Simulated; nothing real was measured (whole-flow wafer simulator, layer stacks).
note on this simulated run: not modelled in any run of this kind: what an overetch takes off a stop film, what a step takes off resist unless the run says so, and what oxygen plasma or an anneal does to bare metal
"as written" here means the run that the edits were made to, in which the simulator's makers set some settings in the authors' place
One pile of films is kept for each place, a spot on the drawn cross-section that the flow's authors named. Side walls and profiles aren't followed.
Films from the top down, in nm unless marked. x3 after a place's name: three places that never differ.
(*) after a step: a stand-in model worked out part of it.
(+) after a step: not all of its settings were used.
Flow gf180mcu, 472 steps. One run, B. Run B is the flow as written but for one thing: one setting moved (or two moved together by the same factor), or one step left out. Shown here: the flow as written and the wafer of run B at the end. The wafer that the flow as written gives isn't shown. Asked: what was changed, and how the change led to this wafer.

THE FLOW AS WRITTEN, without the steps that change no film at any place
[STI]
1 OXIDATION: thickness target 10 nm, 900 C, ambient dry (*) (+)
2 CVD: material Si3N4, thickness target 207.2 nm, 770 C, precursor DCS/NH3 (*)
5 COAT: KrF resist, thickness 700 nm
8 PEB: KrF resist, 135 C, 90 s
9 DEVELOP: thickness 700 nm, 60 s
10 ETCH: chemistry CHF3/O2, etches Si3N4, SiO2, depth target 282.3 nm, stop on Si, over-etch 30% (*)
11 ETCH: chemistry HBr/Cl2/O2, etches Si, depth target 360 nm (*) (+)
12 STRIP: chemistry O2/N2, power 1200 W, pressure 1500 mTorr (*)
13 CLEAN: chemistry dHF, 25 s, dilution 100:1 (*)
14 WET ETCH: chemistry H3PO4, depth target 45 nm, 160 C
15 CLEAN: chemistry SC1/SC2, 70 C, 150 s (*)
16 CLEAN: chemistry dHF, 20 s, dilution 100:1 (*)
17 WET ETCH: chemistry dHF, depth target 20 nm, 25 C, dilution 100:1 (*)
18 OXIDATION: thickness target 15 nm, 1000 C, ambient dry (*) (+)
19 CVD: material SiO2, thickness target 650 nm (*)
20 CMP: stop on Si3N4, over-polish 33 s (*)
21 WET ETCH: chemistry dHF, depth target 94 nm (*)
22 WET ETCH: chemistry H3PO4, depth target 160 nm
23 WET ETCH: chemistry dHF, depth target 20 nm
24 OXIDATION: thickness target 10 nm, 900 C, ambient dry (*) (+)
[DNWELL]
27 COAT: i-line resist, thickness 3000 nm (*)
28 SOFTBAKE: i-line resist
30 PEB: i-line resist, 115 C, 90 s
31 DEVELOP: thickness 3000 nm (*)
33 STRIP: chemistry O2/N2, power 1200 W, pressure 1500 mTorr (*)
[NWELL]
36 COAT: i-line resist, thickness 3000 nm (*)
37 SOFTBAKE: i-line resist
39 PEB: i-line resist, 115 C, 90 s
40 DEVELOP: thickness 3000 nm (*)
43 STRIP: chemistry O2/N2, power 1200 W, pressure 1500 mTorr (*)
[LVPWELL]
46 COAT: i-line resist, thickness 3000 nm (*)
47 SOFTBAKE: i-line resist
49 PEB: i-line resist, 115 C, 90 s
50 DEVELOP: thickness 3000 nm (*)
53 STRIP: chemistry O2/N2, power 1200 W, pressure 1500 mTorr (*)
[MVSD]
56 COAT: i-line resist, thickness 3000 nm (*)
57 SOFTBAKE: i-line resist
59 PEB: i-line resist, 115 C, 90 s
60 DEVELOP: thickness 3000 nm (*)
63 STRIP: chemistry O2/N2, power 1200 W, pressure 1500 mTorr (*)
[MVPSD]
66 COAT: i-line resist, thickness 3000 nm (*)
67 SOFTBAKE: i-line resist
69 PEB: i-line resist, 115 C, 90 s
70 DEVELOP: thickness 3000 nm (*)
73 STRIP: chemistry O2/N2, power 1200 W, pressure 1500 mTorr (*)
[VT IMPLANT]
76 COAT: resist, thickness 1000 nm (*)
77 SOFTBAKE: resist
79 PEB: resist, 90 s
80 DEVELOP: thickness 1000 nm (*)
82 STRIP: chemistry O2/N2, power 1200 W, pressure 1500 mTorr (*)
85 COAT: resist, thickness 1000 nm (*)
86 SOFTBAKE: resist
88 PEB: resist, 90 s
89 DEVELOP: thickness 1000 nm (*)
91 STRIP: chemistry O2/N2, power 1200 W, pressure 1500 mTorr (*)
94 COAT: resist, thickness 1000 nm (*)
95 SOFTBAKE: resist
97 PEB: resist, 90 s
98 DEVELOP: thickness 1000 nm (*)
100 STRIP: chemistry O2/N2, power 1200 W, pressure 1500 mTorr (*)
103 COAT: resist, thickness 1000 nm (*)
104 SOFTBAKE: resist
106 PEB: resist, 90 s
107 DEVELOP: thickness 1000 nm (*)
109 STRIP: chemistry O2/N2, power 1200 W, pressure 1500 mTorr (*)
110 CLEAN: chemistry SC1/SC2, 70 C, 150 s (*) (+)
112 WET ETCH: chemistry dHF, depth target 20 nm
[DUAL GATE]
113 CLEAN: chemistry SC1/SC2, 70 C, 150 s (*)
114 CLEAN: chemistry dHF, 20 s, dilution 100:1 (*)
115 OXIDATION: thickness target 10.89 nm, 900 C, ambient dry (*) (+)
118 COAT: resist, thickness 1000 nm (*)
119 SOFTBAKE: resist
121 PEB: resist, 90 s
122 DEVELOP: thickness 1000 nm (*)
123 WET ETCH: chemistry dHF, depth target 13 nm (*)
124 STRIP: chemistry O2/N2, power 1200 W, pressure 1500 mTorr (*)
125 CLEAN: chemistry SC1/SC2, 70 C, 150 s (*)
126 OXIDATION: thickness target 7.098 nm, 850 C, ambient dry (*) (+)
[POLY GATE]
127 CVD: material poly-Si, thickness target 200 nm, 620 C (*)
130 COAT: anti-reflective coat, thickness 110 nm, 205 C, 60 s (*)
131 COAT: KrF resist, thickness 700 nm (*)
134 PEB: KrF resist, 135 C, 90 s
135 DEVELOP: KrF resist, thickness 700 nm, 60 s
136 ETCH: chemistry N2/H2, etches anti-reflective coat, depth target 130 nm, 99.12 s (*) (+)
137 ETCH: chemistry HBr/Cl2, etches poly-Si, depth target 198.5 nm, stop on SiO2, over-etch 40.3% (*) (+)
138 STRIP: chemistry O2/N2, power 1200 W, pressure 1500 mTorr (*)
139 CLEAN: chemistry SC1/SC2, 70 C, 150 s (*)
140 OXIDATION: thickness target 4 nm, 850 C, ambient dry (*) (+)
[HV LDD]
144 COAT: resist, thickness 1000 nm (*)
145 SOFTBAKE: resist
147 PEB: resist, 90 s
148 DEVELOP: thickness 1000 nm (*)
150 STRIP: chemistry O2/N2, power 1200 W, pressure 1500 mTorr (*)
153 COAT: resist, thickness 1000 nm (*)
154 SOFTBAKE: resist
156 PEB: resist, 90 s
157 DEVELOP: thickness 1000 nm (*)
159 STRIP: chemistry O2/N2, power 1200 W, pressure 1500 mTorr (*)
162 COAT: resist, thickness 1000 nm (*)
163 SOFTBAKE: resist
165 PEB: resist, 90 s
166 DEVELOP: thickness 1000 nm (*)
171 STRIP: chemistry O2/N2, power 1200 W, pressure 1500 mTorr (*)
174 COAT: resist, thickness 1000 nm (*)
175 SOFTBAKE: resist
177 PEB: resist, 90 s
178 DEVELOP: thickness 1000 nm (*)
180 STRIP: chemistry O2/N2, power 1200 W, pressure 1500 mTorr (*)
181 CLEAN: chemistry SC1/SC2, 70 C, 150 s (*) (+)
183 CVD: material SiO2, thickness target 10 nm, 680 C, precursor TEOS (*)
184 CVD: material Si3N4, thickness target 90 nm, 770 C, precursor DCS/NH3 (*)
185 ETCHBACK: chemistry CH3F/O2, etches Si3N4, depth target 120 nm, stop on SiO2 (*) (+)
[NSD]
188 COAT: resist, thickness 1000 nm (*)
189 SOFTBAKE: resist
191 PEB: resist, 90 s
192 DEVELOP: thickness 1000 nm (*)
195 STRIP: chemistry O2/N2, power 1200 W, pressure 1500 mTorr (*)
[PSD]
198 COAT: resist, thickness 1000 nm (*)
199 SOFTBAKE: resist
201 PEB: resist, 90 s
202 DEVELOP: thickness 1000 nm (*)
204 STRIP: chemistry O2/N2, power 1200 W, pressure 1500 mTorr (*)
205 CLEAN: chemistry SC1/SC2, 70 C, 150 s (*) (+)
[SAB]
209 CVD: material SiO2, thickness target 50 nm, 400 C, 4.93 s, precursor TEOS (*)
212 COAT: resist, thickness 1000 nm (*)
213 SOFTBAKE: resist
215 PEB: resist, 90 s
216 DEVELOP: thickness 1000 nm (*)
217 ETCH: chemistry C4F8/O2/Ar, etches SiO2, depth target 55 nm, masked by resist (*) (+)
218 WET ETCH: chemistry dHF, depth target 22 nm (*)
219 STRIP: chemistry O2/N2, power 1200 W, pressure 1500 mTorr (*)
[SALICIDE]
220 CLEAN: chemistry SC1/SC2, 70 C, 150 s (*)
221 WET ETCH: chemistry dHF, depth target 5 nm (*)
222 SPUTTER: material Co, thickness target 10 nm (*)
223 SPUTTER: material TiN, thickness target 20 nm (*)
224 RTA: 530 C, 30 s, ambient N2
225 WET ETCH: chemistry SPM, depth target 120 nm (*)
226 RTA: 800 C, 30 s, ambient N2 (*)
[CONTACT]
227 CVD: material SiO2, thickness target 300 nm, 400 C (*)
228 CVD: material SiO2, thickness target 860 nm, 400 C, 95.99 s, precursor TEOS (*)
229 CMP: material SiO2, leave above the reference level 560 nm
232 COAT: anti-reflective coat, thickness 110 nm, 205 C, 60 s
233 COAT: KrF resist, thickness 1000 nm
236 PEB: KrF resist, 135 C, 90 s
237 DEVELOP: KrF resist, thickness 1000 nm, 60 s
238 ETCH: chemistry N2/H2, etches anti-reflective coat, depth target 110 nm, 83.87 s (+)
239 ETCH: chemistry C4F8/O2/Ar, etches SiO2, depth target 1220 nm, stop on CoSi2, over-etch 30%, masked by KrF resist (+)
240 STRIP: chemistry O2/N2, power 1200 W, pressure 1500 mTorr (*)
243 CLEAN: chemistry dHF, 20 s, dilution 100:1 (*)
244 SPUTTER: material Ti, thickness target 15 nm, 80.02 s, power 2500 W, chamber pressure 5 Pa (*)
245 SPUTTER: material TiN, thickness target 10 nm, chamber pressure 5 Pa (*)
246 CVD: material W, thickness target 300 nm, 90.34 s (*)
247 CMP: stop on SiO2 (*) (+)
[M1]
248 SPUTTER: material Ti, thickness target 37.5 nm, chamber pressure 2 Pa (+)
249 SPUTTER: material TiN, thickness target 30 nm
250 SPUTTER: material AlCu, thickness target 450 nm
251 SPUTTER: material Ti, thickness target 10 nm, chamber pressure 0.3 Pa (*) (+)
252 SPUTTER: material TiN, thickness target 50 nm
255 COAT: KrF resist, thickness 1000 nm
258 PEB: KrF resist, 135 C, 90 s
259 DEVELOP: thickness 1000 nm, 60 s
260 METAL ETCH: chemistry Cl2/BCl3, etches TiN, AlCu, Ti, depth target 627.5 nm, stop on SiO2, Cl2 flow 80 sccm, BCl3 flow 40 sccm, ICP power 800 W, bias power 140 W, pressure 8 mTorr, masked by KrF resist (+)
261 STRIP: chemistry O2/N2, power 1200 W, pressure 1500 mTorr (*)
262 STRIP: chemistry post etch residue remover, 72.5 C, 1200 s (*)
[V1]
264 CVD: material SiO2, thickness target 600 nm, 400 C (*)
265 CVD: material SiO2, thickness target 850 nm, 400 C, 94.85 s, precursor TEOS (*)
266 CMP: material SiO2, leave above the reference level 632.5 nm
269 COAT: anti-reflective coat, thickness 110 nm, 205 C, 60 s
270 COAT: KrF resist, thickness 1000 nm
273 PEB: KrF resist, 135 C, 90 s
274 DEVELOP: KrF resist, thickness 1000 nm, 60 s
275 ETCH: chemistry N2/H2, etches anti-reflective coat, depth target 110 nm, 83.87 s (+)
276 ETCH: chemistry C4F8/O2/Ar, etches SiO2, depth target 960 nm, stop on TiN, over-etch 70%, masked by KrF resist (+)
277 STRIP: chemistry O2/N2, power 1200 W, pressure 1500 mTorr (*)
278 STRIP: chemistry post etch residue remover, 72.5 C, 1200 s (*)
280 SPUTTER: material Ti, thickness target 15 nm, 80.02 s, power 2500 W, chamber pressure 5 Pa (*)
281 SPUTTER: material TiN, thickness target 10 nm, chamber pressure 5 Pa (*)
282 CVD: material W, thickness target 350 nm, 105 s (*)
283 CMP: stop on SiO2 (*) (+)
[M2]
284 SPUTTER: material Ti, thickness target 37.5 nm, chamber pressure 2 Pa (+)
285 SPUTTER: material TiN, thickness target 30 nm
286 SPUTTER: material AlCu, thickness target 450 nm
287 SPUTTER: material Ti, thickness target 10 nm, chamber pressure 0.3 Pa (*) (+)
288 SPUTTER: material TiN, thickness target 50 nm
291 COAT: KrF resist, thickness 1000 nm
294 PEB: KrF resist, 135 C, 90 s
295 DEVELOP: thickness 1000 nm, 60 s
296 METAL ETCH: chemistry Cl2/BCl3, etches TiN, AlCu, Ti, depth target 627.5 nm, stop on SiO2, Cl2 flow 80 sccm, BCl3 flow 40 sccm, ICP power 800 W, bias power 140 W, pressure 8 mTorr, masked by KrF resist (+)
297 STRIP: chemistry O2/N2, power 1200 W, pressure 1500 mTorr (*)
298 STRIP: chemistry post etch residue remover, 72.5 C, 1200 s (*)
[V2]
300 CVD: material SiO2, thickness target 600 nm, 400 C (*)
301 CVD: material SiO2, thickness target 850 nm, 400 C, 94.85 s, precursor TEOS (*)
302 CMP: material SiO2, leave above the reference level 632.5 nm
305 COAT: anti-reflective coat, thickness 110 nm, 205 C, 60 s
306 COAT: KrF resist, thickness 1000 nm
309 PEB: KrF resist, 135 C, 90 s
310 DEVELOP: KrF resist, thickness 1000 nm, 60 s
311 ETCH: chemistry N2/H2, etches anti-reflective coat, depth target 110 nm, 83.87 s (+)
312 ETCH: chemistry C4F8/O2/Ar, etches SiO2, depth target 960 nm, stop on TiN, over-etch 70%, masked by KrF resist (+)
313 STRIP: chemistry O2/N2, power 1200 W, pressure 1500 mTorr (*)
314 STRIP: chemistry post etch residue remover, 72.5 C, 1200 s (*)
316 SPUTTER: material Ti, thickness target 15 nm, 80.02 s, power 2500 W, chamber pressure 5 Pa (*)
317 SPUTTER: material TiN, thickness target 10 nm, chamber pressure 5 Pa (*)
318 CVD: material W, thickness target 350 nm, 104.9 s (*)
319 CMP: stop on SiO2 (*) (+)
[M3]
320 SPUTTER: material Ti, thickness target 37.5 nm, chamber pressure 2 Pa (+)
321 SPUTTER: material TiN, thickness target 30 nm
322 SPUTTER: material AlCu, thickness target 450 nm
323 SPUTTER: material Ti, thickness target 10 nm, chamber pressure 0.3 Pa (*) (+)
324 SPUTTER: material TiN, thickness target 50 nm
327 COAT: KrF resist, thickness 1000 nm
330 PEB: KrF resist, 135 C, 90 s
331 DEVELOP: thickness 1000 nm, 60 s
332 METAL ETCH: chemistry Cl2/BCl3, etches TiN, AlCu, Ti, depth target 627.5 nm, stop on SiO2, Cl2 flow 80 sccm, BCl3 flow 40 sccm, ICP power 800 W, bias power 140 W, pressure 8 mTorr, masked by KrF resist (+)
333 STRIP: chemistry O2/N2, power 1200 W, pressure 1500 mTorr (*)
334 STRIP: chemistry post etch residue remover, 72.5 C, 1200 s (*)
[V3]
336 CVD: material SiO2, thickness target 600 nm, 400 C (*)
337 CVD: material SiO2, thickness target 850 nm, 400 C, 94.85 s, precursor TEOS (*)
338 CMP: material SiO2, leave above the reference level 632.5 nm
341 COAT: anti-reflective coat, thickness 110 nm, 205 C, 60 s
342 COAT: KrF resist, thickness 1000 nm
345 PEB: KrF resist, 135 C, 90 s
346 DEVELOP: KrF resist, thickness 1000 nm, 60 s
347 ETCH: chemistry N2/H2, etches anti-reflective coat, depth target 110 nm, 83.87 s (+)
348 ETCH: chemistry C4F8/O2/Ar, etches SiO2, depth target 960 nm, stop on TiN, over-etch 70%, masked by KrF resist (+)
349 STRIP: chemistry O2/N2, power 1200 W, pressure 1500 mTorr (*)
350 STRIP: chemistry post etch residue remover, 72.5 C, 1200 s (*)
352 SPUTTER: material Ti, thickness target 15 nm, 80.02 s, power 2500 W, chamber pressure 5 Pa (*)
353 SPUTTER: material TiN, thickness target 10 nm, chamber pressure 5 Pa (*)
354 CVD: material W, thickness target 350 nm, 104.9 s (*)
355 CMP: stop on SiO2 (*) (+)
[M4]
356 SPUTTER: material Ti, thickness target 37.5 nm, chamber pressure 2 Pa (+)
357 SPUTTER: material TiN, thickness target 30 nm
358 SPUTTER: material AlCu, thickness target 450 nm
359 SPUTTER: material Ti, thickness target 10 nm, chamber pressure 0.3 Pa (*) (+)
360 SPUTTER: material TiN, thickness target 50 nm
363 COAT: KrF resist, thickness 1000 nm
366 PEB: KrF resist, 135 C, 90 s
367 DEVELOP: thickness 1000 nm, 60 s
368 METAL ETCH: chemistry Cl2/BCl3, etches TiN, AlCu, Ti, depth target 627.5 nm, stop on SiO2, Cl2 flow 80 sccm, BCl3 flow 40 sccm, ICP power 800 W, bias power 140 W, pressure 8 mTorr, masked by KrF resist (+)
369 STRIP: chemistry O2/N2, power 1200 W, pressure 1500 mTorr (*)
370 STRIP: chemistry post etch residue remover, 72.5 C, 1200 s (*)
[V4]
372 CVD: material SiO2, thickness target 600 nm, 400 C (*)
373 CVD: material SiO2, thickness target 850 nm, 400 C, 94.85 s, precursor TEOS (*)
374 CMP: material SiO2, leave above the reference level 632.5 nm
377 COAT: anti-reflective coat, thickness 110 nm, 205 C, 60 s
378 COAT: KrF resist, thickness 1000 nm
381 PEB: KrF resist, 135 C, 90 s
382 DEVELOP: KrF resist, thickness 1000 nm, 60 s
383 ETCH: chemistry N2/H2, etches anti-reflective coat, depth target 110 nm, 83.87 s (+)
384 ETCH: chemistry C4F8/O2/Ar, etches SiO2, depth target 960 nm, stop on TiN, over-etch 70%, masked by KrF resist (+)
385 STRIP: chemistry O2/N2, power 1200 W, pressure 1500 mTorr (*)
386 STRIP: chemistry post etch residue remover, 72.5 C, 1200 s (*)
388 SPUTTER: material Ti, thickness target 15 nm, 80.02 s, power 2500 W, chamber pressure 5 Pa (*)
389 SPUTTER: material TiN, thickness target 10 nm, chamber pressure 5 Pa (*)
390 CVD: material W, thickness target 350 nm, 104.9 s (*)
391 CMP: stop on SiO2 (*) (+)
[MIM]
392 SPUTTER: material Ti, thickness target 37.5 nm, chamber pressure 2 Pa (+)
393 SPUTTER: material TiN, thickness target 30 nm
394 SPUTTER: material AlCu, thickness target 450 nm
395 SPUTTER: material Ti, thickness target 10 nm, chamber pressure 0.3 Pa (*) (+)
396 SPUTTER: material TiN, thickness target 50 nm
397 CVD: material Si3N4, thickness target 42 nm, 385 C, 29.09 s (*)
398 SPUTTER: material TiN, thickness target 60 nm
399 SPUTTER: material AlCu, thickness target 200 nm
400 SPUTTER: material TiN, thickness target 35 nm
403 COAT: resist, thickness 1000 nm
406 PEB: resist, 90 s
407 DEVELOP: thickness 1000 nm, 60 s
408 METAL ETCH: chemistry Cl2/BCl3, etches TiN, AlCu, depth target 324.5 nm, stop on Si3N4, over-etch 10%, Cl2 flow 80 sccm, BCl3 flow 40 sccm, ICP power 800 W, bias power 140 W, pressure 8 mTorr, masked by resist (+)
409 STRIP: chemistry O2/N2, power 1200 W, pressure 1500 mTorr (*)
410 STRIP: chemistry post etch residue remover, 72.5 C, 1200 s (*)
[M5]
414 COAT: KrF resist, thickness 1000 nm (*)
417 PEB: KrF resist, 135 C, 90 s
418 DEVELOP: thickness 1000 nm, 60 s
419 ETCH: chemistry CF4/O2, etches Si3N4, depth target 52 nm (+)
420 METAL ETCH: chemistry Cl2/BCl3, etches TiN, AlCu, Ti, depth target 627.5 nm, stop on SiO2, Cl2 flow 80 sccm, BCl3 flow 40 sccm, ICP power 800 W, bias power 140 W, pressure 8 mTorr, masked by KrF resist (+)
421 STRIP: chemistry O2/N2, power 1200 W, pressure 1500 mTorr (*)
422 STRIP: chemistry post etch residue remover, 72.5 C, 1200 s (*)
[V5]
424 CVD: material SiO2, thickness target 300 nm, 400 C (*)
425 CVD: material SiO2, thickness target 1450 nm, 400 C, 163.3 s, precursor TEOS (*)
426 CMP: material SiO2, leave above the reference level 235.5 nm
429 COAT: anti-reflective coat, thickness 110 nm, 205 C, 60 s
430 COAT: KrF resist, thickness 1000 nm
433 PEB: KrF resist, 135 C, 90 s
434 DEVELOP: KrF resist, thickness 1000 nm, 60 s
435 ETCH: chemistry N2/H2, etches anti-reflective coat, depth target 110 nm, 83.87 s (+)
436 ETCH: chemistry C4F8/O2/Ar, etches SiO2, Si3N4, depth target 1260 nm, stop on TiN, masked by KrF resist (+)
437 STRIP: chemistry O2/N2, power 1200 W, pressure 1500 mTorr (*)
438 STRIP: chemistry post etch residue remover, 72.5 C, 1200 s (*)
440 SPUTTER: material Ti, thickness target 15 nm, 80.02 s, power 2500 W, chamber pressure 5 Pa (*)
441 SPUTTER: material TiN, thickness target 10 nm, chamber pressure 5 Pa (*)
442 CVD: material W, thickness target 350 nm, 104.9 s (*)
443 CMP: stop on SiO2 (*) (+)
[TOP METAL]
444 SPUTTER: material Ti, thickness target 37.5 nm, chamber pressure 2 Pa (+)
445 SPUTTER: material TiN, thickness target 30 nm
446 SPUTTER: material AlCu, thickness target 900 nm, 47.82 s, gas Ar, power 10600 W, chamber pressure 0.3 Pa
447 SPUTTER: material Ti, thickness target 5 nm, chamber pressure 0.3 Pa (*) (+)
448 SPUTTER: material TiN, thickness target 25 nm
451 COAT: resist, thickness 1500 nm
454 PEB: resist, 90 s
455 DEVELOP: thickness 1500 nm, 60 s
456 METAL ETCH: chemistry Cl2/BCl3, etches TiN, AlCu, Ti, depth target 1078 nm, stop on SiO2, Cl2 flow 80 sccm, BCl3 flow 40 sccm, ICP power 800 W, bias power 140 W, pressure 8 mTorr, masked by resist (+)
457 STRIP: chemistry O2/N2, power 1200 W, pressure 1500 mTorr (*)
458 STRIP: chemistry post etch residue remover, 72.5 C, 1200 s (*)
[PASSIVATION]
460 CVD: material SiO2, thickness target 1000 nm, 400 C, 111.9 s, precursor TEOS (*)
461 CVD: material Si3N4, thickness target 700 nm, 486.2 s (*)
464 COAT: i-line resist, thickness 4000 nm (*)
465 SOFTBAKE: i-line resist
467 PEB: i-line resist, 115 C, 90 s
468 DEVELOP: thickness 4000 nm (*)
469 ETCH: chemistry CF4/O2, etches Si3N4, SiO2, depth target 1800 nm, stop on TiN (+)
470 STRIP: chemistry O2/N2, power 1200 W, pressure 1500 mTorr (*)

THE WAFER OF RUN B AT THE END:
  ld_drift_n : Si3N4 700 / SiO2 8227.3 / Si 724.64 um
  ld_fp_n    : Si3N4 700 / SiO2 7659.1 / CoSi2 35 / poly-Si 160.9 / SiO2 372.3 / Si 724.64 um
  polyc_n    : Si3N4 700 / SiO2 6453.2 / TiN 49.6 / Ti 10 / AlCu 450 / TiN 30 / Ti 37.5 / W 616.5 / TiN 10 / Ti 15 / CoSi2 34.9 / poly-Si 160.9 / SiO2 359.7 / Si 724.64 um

The cause: step 112, WET ETCH: depth target 28 nm was run, where the flow has depth target 20 nm.

How the change led to this, step by step:
  112 WET ETCH: chemistry dHF, depth target 20 nm
      field, field__w2, field__w3 and 43 more: SiO2 -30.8 (as written it would be: SiO2 -22)
  130 COAT: anti-reflective coat, thickness 110 nm, 205 C, 60 s (*)
      p_well, spacer, sd_n: anti-reflective coat +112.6 (new film) (as written it would be: anti-reflective coat +121 (new film))
      gate, gate_p: anti-reflective coat +113.1 (new film) (as written it would be: anti-reflective coat +117 (new film))
      (and at 63 more places)
  136 ETCH: chemistry N2/H2, etches anti-reflective coat, depth target 130 nm, 99.12 s (*) (+)
      p_well, spacer, sd_n: anti-reflective coat -112.6 (all of it), poly-Si -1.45 (as written it would be: anti-reflective coat -121 (all of it), poly-Si -1.23)
      field__w1: anti-reflective coat -104.7 (all of it), poly-Si -1.65 (as written it would be: anti-reflective coat -99.6 (all of it), poly-Si -1.78)
      (and at 45 more places)
  138 STRIP: chemistry O2/N2, power 1200 W, pressure 1500 mTorr (*)
      gate: chemical SiO2 +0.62 (new film), KrF resist -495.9 (all of it), anti-reflective coat -113.1 (all of it), poly-Si -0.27 (as written it would be: chemical SiO2 +0.62 (new film), KrF resist -496.5 (all of it), anti-reflective coat -117 (all of it), poly-Si -0.27)
      gate_hv: chemical SiO2 +0.62 (new film), KrF resist -493.9 (all of it), anti-reflective coat -107.6 (all of it), poly-Si -0.27 (as written it would be: chemical SiO2 +0.62 (new film), KrF resist -495.3 (all of it), anti-reflective coat -109.8 (all of it), poly-Si -0.27)
      (and at 17 more places)
  145 SOFTBAKE: resist
      field: resist +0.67 (as written it would be: nothing)
  154 SOFTBAKE: resist
      field: resist +0.67 (as written it would be: nothing)
  163 SOFTBAKE: resist
      field: resist +0.67 (as written it would be: nothing)
  175 SOFTBAKE: resist
      field: resist +0.67 (as written it would be: nothing)
  189 SOFTBAKE: resist
      nw_enc_fld_lv__w3: resist -0.54 (as written it would be: resist +0.35)
      active_hv: resist +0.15 (as written it would be: resist +0.78)
  199 SOFTBAKE: resist
      nw_enc_fld_lv__w3: resist -0.54 (as written it would be: resist +0.35)
      active_hv: resist +0.15 (as written it would be: resist +0.78)
  218 WET ETCH: chemistry dHF, depth target 22 nm (*)
      sd_p_hv: SiO2 -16 (all of it) (as written it would be: SiO2 -15.2 (all of it))
  223 SPUTTER: material TiN, thickness target 20 nm (*)
      field__w12: TiN +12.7 (new film) (as written it would be: TiN +12 (new film))
  225 WET ETCH: chemistry SPM, depth target 120 nm (*)
      field__w12: TiN -12.7 (all of it), Co -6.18 (all of it) (as written it would be: TiN -12 (all of it), Co -6.15 (all of it))
  229 CMP: material SiO2, leave above the reference level 560 nm
      sti, mim_1p0, pad, dice_street, iso_nw_fld, iso_fld_sub: SiO2 -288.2 (as written it would be: SiO2 -297)
      ldn_sep__w1, ldn_dft, ldn_out, ldp_sep__w1, ldp_dft, ldp_fld__w2: SiO2 -302.3 (as written it would be: SiO2 -311.1)
      (and at 43 more places)
